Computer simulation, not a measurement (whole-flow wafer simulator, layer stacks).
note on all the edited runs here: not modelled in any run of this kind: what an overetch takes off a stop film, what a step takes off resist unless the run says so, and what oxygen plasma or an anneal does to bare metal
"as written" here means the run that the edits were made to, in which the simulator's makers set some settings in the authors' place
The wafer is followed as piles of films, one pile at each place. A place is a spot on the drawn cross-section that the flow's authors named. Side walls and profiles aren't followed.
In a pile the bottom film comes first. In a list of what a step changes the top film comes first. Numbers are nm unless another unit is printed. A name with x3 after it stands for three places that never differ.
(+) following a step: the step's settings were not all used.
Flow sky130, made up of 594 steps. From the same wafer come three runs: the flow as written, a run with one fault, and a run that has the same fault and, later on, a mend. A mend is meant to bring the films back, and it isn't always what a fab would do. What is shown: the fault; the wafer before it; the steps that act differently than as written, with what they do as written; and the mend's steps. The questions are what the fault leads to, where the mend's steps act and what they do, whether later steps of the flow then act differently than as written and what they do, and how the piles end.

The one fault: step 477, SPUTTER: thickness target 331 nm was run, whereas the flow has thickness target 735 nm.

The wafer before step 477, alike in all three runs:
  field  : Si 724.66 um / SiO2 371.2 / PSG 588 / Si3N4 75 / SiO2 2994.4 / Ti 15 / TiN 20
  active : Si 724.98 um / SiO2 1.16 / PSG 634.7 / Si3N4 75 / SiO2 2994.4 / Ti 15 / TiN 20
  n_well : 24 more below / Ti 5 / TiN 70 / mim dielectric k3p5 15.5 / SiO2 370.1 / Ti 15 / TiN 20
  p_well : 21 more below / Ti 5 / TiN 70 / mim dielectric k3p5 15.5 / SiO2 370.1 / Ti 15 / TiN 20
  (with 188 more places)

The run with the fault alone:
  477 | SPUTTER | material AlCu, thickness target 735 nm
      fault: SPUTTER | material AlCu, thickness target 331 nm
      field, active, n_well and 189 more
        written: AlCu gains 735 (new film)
        fault: AlCu gains 331 (new film)
  Steps further on in the flow that do not act as written (4 more steps, not shown, differ only slightly: by at most 2% or 0.5 nm, whichever is larger):
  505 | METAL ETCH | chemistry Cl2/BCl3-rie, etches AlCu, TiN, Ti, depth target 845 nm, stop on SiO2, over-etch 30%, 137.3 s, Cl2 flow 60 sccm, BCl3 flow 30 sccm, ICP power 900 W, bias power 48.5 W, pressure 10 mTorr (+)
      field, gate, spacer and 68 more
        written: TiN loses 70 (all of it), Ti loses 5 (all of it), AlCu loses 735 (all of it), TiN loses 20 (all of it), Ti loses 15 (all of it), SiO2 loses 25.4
        fault: TiN loses 70 (all of it), Ti loses 5 (all of it), AlCu loses 331 (all of it), TiN loses 20 (all of it), Ti loses 15 (all of it), SiO2 loses 65.8
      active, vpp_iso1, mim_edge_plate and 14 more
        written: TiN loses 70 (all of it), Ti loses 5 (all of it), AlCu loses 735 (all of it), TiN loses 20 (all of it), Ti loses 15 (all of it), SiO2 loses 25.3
        fault: TiN loses 70 (all of it), Ti loses 5 (all of it), AlCu loses 331 (all of it), TiN loses 20 (all of it), Ti loses 15 (all of it), SiO2 loses 65.8
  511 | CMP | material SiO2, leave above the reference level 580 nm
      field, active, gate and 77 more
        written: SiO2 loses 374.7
        fault: SiO2 loses 738.2
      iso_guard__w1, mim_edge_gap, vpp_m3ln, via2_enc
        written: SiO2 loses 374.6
        fault: SiO2 loses 738.3
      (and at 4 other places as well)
  At field, active, n_well and 190 more, the piles at the end differ from the flow's by more than 2% or 0.5 nm, whichever is larger.
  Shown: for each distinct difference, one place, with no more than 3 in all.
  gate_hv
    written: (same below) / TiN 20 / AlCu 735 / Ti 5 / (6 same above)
    fault: (same below) / TiN 20 / AlCu 331 / Ti 5 / (6 same above)
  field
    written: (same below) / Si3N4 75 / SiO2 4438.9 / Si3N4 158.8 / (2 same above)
    fault: (same below) / Si3N4 75 / SiO2 4034.9 / Si3N4 158.8 / (2 same above)
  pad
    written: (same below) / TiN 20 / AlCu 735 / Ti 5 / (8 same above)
    fault: (same below) / TiN 20 / AlCu 331 / Ti 5 / (8 same above)

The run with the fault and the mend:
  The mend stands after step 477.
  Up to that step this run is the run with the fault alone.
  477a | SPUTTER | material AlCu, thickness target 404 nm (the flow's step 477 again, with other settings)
      field, active, n_well and 189 more
        AlCu gains 404
  Every later step of the flow that is run acts as written at every place that is followed.
  At every place that both follow, the piles at the end match the flow's.
